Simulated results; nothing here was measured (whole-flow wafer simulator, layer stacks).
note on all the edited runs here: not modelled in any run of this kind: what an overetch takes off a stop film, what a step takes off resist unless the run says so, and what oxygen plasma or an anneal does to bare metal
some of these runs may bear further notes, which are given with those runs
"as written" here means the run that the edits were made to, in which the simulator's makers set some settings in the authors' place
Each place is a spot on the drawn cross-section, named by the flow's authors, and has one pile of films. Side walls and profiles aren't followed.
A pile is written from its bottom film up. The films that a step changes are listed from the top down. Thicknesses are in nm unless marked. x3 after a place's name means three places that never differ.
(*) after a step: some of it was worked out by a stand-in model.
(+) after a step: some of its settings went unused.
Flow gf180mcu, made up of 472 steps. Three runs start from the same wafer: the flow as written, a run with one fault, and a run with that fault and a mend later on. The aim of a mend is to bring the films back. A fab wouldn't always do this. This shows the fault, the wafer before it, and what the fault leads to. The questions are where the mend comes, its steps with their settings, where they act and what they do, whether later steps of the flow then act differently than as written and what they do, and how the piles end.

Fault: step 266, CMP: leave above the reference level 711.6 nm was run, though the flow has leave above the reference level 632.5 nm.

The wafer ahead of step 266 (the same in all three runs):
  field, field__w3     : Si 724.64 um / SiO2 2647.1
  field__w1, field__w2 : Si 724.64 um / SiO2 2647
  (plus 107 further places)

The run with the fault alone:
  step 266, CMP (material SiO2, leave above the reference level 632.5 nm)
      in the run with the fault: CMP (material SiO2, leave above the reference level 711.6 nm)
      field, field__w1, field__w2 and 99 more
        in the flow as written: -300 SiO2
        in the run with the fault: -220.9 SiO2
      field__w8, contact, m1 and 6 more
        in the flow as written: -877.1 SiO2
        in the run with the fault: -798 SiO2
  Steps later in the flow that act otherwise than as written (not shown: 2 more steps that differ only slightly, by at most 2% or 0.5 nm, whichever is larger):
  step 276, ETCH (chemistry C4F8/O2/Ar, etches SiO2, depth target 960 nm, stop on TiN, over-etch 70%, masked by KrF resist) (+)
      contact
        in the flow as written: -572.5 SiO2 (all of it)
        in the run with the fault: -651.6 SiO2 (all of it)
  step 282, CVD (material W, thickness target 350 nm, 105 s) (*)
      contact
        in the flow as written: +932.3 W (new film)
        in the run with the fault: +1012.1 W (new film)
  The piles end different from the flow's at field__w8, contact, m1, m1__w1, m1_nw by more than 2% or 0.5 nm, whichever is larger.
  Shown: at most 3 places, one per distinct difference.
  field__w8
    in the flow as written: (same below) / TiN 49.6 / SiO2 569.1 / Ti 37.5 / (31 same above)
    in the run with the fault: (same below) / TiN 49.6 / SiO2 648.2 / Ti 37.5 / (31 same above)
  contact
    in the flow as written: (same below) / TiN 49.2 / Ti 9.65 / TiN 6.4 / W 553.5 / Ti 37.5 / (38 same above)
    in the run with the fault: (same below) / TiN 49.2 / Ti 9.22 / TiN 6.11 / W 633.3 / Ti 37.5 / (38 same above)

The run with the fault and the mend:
  After step 274 comes the mend.
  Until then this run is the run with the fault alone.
  step 274a, STRIP (chemistry O2/N2, power 2160 W, pressure 1700 mTorr) (*)
      field, field__w1, field__w2 and 107 more
        -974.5 KrF resist (all of it), -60 anti-reflective coat (all of it)
      contact
        -60 anti-reflective coat (all of it)
  step 274b, CMP (material SiO2, leave above the reference level 632.5 nm) (the flow's step 266 again)
      field, field__w1, field__w2 and 108 more
        -79.1 SiO2
  step 274c, HMDS (120 C, 60 s) (the flow's step 268 again)
      leaves every film unchanged at each place that is followed
  step 274d, COAT (anti-reflective coat, thickness 60 nm, 182 C, 71 s) (the flow's step 269 again)
      field, field__w1, field__w2 and 108 more
        +60 anti-reflective coat (new film)
  step 274e, COAT (KrF resist, thickness 1000 nm) (the flow's step 270 again)
      field, field__w1, field__w2 and 108 more
        +1000 KrF resist (new film)
  step 274f, SOFTBAKE (KrF resist) (the flow's step 271 again)
      leaves every film unchanged at each place that is followed
  step 274g, EXPOSE (photomask Via1) (the flow's step 272 again)
      leaves every film unchanged at each place that is followed
  step 274h, PEB (KrF resist, 135 C, 90 s) (the flow's step 273 again)
      field, field__w1, field__w2 and 108 more
        -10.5 KrF resist
  step 274i, DEVELOP (KrF resist, thickness 1000 nm, 60 s) (the flow's step 274 again)
      field, field__w1, field__w2 and 107 more
        -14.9 KrF resist
      contact
        -989.5 KrF resist (all of it)
  Later steps of the flow that are run all act as written at every place that is followed.
  At every place that both follow, the piles at the end match the flow's.
